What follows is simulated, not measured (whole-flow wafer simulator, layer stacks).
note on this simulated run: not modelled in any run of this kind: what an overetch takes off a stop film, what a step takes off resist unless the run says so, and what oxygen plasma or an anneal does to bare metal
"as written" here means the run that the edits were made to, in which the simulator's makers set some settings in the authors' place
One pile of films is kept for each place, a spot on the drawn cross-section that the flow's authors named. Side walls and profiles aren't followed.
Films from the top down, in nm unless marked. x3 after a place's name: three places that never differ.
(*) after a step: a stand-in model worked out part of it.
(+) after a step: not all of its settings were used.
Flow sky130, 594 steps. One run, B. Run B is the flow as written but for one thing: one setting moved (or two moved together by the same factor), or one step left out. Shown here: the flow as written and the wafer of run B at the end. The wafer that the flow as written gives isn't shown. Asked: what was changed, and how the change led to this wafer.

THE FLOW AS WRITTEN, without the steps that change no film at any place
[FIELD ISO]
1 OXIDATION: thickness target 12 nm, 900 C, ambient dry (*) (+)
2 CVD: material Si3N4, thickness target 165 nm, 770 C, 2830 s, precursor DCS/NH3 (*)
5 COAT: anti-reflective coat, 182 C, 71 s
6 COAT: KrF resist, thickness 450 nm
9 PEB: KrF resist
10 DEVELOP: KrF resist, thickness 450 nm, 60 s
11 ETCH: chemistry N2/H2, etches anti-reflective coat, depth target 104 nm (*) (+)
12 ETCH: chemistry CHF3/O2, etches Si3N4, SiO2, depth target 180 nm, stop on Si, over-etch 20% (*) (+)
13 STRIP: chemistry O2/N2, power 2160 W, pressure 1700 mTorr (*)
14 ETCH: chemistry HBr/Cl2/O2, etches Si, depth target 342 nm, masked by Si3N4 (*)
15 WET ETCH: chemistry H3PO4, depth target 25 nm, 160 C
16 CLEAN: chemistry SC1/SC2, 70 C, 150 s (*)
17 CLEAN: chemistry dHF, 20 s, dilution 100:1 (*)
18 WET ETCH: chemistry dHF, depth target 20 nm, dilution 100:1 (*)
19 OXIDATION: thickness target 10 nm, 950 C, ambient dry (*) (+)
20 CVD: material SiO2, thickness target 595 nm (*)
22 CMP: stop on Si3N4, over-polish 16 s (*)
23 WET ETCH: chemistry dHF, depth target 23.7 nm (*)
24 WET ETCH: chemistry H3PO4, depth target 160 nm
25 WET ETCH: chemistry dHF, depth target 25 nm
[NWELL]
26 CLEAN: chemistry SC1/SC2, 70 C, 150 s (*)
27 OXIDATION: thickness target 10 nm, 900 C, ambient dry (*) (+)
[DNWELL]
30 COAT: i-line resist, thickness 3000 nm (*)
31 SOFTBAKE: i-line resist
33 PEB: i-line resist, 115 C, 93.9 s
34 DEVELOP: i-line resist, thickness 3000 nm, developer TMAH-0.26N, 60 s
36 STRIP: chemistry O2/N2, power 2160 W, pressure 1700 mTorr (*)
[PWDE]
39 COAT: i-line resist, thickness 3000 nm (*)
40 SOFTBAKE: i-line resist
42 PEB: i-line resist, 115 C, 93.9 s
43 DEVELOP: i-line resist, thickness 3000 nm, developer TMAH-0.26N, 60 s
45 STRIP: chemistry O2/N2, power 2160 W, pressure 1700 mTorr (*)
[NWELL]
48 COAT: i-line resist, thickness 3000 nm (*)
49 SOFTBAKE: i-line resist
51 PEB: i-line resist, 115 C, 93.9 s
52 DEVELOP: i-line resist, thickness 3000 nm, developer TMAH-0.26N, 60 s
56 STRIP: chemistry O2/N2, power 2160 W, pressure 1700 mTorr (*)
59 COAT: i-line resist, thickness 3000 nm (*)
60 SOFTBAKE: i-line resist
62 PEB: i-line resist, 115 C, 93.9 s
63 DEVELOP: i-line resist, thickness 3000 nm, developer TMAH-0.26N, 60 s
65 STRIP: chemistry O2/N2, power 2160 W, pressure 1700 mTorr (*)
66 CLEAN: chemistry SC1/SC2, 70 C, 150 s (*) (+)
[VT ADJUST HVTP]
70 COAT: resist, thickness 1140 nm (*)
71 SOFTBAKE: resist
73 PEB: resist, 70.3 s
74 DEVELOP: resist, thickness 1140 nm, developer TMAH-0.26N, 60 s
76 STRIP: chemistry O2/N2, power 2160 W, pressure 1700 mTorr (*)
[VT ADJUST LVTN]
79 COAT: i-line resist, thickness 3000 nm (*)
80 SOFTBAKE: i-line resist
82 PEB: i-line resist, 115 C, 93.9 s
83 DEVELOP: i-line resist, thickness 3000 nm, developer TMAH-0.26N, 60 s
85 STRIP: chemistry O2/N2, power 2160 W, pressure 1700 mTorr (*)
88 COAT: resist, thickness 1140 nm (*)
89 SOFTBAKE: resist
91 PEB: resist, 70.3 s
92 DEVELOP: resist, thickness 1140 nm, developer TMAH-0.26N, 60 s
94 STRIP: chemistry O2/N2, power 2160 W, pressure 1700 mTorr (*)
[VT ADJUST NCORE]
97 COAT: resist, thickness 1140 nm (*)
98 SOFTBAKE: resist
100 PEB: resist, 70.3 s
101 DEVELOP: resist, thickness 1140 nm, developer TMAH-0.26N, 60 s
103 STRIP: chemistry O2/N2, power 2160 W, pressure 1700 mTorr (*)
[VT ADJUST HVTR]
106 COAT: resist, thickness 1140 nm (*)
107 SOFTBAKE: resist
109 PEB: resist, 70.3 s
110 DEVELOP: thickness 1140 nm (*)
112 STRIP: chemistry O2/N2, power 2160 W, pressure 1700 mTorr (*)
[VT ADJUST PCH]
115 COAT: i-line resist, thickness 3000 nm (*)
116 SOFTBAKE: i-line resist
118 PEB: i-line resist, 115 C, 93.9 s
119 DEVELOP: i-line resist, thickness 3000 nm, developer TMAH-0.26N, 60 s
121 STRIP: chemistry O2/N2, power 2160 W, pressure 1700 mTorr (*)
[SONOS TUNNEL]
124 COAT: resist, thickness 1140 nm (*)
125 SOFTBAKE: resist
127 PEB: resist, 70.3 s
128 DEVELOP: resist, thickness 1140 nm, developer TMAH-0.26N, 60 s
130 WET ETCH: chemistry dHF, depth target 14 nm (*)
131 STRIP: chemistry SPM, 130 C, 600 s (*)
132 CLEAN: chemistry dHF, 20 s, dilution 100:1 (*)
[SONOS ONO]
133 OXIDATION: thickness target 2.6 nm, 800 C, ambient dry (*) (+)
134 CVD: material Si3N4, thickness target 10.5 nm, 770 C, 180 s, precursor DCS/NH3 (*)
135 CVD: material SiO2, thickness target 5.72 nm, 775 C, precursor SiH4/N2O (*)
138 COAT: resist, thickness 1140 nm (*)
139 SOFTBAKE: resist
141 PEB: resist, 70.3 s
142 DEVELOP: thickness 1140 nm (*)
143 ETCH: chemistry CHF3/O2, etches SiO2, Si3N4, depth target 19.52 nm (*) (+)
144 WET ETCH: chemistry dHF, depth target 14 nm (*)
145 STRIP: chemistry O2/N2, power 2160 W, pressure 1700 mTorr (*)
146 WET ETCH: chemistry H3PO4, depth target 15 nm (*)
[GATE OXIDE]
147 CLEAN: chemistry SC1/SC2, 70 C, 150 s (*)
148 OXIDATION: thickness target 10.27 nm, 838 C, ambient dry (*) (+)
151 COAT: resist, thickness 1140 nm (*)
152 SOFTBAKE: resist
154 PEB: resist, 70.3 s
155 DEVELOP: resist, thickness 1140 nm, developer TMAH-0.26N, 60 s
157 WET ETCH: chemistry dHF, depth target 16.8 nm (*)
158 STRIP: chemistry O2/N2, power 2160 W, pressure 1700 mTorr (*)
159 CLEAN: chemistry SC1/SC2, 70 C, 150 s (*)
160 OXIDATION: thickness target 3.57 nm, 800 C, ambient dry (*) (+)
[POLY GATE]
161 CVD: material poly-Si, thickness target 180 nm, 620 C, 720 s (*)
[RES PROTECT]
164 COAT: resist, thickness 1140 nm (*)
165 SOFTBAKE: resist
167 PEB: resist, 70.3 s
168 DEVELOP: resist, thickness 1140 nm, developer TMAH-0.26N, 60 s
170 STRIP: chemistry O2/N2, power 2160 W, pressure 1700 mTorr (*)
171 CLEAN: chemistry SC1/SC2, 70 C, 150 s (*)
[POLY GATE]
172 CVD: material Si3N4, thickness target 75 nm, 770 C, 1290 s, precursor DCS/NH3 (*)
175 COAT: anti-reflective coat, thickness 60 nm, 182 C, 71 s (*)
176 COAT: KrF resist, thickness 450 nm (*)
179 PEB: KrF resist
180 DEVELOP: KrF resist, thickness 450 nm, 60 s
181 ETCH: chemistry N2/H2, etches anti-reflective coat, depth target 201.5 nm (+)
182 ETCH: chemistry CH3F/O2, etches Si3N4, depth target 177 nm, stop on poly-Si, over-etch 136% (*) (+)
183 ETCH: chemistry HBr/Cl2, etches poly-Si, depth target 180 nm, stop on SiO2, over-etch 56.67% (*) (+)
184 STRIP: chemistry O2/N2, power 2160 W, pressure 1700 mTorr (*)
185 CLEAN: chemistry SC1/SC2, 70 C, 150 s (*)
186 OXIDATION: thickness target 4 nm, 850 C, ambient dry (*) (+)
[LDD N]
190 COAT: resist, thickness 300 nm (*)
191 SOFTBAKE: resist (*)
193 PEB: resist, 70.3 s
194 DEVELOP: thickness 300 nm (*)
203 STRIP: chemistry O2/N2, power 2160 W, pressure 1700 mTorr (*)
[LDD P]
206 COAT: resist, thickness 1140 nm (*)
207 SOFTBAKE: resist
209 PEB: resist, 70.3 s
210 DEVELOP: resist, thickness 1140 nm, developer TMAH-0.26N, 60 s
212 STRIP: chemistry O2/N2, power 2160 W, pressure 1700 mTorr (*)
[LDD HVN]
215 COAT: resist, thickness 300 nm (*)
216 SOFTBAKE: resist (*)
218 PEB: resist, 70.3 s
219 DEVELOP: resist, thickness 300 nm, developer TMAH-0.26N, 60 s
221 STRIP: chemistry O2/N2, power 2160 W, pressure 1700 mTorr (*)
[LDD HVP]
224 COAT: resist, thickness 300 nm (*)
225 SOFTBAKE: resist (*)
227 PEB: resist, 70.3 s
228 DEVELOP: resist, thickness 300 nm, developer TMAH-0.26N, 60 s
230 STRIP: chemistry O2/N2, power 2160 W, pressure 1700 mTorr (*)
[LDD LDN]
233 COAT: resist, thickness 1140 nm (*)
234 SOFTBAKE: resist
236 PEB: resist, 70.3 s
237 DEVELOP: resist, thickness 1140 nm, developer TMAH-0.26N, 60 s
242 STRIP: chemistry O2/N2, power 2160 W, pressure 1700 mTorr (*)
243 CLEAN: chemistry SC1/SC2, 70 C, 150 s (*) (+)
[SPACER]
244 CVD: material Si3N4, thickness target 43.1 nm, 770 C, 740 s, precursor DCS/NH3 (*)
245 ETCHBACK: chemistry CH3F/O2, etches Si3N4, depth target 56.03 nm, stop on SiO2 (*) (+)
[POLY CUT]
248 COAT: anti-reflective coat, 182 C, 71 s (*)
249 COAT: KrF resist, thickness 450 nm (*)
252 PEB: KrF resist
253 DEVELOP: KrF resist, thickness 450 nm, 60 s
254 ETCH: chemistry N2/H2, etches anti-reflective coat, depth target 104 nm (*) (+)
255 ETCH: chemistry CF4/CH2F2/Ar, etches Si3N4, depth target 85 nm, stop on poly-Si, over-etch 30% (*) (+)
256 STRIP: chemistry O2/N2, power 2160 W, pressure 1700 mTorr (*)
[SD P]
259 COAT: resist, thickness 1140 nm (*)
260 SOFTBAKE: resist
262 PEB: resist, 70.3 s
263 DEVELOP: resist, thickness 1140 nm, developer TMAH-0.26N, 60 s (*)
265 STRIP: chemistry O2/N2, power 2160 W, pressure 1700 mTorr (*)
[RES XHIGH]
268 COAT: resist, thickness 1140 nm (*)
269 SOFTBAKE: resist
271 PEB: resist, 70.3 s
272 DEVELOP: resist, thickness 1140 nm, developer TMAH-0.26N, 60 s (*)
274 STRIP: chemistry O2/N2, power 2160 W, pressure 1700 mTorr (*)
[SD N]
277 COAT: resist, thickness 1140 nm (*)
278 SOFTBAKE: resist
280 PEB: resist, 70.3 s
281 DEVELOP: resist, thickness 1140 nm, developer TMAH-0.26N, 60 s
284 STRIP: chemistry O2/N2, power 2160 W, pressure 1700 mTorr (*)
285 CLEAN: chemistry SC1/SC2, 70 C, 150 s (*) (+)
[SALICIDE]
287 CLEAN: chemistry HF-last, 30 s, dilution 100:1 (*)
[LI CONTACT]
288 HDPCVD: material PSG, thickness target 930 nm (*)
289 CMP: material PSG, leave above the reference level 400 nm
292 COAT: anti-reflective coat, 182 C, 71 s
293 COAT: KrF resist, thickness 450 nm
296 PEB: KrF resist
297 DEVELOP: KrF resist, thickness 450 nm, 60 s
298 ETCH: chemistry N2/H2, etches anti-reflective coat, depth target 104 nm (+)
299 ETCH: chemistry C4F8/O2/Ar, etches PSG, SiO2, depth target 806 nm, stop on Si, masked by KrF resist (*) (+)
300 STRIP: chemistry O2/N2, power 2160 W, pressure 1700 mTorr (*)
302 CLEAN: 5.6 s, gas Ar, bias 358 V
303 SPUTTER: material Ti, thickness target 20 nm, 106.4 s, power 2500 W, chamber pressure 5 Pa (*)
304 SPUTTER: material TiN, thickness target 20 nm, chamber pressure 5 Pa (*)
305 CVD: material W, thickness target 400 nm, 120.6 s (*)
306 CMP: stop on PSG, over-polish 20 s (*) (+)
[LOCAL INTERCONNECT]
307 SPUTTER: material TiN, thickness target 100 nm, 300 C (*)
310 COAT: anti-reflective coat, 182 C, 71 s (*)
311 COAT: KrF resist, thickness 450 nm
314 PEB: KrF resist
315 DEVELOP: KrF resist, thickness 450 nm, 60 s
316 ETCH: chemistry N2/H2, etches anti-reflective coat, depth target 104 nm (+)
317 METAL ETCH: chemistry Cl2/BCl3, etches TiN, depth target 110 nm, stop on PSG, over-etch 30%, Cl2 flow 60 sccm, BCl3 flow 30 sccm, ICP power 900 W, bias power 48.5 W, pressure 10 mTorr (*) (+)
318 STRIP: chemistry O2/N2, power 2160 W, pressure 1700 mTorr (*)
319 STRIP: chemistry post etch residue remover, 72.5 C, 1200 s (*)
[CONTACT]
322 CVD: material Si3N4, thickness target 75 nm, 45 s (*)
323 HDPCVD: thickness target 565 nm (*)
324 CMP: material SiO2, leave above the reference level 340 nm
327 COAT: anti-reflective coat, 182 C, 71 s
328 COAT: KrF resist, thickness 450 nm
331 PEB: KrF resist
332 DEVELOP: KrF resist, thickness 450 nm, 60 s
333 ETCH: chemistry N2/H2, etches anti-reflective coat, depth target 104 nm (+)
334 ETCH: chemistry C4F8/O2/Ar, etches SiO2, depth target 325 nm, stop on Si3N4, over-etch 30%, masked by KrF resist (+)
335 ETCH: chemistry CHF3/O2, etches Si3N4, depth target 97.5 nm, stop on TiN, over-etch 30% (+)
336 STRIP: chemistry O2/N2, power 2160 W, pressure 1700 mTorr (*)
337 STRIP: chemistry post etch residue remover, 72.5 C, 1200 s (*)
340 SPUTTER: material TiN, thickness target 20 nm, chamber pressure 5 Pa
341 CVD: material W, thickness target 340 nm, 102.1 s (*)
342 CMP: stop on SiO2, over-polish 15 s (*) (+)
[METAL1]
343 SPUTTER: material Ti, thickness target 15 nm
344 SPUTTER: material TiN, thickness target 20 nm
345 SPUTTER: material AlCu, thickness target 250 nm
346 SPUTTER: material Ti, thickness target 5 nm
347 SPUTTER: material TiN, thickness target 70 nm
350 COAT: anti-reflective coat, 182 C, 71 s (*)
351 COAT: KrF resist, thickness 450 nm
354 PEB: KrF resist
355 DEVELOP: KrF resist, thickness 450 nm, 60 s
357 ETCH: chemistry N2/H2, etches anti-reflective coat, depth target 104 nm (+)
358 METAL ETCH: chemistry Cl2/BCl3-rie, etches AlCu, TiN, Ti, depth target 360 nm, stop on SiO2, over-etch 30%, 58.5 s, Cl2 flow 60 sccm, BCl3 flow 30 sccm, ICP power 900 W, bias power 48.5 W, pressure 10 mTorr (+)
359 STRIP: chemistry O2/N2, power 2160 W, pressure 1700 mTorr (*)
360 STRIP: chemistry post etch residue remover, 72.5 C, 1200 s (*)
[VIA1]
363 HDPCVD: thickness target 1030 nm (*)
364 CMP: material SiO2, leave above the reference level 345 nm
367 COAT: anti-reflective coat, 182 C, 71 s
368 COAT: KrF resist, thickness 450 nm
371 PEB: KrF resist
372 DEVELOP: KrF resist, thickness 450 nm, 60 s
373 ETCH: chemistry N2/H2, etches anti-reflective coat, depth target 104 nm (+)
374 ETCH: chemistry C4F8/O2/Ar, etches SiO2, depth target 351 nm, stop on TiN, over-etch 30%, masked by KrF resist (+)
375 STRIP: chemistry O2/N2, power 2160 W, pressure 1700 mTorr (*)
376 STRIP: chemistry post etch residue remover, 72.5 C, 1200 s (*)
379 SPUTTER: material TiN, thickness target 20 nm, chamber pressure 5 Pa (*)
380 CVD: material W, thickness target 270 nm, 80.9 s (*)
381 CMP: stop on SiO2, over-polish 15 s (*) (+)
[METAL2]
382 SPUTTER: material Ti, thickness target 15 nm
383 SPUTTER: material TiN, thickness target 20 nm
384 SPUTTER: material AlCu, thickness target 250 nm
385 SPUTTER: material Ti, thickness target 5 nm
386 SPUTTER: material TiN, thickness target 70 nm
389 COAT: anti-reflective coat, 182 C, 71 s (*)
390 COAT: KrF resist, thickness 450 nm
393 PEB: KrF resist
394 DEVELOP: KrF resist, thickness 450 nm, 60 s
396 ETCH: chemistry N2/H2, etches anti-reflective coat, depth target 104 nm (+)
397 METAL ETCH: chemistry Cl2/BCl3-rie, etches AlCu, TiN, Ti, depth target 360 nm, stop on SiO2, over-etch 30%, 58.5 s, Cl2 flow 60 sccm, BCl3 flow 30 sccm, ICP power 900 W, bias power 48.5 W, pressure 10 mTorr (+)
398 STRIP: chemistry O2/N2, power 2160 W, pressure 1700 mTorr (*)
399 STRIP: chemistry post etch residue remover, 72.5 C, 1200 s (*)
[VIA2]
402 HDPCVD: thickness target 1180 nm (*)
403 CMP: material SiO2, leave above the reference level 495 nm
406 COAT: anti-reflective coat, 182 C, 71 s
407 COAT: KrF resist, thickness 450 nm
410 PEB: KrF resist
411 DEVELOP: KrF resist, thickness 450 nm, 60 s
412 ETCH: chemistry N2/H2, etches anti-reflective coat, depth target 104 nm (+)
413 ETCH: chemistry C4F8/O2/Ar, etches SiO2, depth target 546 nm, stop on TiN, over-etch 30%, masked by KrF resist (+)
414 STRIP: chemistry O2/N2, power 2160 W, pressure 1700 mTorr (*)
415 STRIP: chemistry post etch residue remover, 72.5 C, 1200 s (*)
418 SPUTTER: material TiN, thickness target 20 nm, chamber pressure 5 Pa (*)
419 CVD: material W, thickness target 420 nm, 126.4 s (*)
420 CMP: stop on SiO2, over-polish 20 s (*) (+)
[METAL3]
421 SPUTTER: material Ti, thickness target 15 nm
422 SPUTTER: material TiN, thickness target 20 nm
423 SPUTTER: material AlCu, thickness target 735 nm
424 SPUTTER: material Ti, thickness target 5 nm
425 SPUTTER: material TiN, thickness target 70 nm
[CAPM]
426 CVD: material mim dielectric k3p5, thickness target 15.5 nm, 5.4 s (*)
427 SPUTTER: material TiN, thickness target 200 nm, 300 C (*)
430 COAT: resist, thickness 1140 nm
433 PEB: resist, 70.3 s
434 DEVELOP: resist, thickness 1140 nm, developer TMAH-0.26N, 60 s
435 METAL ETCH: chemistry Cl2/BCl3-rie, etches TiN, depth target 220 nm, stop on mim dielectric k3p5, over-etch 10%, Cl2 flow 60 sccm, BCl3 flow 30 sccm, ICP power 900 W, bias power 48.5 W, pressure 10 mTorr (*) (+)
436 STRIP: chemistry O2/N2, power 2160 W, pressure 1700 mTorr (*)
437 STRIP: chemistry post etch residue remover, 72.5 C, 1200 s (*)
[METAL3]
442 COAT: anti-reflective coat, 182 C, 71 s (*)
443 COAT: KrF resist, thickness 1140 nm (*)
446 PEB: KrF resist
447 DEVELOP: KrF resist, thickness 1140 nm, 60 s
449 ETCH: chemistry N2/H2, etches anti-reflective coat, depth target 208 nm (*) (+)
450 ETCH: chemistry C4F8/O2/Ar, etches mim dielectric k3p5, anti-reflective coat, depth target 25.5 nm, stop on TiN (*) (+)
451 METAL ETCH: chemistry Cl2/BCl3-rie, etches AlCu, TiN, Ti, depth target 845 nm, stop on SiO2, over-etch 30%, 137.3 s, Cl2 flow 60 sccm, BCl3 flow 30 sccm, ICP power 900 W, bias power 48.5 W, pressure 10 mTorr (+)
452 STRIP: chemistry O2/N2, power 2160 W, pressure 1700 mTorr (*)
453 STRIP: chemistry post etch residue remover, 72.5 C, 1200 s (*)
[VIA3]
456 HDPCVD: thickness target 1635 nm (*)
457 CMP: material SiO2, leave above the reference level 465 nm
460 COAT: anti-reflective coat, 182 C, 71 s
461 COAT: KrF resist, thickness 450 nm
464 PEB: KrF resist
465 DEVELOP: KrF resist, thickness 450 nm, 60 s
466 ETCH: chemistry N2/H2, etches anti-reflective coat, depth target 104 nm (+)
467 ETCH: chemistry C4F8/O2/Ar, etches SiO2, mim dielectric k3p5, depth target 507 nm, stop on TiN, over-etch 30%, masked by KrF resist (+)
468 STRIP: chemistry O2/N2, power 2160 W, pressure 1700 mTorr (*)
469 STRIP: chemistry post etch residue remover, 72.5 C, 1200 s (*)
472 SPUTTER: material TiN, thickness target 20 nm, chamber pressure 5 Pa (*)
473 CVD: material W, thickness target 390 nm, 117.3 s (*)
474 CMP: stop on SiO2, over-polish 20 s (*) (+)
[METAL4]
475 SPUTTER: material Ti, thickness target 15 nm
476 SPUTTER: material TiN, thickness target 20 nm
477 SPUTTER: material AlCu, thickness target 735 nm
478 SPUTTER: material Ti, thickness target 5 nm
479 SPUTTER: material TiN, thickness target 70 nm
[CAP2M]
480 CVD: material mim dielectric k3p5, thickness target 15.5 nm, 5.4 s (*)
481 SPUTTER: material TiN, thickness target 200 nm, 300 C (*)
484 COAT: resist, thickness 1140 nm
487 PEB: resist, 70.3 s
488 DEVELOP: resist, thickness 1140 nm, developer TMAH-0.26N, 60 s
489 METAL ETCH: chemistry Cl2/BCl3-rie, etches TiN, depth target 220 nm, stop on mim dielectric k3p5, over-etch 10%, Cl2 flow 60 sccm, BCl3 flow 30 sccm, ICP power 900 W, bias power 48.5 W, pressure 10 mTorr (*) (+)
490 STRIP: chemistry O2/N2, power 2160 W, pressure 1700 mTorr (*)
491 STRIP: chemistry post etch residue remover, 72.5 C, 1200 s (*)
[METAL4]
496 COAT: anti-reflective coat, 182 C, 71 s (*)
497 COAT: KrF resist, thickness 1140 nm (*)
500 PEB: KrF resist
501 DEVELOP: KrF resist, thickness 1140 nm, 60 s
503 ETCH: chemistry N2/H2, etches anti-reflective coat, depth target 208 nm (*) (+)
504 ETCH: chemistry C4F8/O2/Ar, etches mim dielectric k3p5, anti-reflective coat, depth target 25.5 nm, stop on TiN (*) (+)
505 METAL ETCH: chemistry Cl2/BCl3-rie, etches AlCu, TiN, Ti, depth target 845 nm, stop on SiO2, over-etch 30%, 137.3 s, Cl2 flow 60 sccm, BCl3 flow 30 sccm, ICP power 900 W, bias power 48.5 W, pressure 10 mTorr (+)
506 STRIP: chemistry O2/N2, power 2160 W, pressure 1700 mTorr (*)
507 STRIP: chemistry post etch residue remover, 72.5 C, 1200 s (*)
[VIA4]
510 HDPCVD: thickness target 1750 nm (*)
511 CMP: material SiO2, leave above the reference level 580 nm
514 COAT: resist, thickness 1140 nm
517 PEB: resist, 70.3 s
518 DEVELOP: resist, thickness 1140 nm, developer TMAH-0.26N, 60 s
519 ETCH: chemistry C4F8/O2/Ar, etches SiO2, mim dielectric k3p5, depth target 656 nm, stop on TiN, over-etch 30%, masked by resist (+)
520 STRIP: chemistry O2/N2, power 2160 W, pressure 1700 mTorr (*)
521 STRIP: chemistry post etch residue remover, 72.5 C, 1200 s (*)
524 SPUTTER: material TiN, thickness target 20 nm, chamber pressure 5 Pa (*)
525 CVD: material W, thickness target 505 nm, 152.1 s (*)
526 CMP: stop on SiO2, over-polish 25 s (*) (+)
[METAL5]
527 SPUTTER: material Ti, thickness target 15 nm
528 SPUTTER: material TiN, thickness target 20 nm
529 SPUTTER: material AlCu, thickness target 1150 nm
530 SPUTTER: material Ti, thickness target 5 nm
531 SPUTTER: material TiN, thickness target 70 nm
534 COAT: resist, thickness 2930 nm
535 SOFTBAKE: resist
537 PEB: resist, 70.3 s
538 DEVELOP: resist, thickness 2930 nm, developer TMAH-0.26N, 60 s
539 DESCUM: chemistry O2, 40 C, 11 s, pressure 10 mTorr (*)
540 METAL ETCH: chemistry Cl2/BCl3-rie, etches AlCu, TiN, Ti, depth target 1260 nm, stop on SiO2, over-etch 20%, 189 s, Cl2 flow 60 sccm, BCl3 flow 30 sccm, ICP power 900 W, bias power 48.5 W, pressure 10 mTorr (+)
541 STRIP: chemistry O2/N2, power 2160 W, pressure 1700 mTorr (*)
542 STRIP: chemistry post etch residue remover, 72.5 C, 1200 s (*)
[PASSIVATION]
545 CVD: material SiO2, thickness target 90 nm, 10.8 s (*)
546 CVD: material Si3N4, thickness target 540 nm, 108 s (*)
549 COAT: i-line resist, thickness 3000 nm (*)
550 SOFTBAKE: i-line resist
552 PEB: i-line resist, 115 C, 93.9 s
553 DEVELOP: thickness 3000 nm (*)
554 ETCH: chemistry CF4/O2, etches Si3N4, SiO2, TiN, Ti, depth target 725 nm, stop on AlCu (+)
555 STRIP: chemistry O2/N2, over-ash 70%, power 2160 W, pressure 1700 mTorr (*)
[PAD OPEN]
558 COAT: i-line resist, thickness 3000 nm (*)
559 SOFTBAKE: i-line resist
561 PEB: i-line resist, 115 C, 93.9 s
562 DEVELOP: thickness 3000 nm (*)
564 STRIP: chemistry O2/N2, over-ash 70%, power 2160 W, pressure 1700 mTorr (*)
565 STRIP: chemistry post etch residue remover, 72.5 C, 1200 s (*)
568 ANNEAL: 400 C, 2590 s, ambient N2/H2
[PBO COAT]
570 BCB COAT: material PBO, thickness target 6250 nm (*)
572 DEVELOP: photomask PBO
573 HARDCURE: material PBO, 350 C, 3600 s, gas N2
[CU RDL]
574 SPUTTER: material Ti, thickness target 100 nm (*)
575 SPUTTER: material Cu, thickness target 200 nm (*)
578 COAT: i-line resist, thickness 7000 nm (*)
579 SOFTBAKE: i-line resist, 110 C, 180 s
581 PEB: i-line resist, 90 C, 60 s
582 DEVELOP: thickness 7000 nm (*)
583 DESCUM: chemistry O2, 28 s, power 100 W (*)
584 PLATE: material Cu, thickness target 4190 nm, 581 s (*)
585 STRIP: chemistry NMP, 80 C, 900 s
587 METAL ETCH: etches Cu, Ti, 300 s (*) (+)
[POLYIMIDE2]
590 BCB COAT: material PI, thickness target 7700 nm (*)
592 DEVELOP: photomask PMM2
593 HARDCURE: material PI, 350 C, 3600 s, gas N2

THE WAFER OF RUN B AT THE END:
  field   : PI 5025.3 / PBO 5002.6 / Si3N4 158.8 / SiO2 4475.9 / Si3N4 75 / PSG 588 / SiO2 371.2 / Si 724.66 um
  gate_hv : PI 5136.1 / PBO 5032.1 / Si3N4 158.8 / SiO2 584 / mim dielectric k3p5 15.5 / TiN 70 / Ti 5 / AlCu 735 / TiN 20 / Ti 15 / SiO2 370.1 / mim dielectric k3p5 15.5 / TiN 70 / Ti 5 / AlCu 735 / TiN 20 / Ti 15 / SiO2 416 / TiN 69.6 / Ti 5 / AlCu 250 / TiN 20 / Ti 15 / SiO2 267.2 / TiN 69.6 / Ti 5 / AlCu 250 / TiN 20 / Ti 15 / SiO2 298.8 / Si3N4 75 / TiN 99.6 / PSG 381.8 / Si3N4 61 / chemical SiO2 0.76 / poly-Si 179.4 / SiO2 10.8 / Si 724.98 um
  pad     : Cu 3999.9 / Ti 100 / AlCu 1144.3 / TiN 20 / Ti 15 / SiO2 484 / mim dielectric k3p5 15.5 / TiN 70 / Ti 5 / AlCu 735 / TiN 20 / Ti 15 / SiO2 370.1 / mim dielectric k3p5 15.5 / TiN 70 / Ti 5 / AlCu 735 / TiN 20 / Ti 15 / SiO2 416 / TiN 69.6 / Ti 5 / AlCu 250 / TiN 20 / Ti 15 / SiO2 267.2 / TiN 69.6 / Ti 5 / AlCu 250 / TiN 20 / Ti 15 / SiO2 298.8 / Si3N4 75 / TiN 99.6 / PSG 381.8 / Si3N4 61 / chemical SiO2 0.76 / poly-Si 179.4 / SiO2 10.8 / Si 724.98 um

The cause: step 324, CMP: leave above the reference level 377 nm was run, where the flow has leave above the reference level 340 nm.

How the change led to this, step by step:
  324 CMP: material SiO2, leave above the reference level 340 nm
      n_well, p_well, gate_hv and 93 more: SiO2 -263 (as written it would be: SiO2 -300)
      field, active, gate and 88 more: SiO2 -163.4 (as written it would be: SiO2 -200.4)
      (and at 4 more places)
  334 ETCH: chemistry C4F8/O2/Ar, etches SiO2, depth target 325 nm, stop on Si3N4, over-etch 30%, masked by KrF resist (+)
      poly_licon, ndiff_licon, ndiff_licon_cpp, rpo_hd_licon: SiO2 -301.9 (all of it) (as written it would be: SiO2 -264.9 (all of it))
  340 SPUTTER: material TiN, thickness target 20 nm, chamber pressure 5 Pa
      ndiff_licon_cpp, rpo_hd_licon: TiN +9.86 (as written it would be: TiN +10.4)
      ndiff_licon: TiN +9.84 (as written it would be: TiN +10.4)
  341 CVD: material W, thickness target 340 nm, 102.1 s (*)
      ndiff_licon, ndiff_licon_cpp, rpo_hd_licon: W +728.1 (new film) (as written it would be: W +690.5 (new film))
  342 CMP: stop on SiO2, over-polish 15 s (*) (+)
      poly_licon: nothing (as written it would be: W -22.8)
  350 COAT: anti-reflective coat, 182 C, 71 s (*)
      poly_licon: anti-reflective coat +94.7 (new film) (as written it would be: anti-reflective coat +80.5 (new film))
  359 STRIP: chemistry O2/N2, power 2160 W, pressure 1700 mTorr (*)
      poly_licon: KrF resist -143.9 (all of it), anti-reflective coat -94.7 (all of it) (as written it would be: KrF resist -143.9 (all of it), anti-reflective coat -80.5 (all of it))
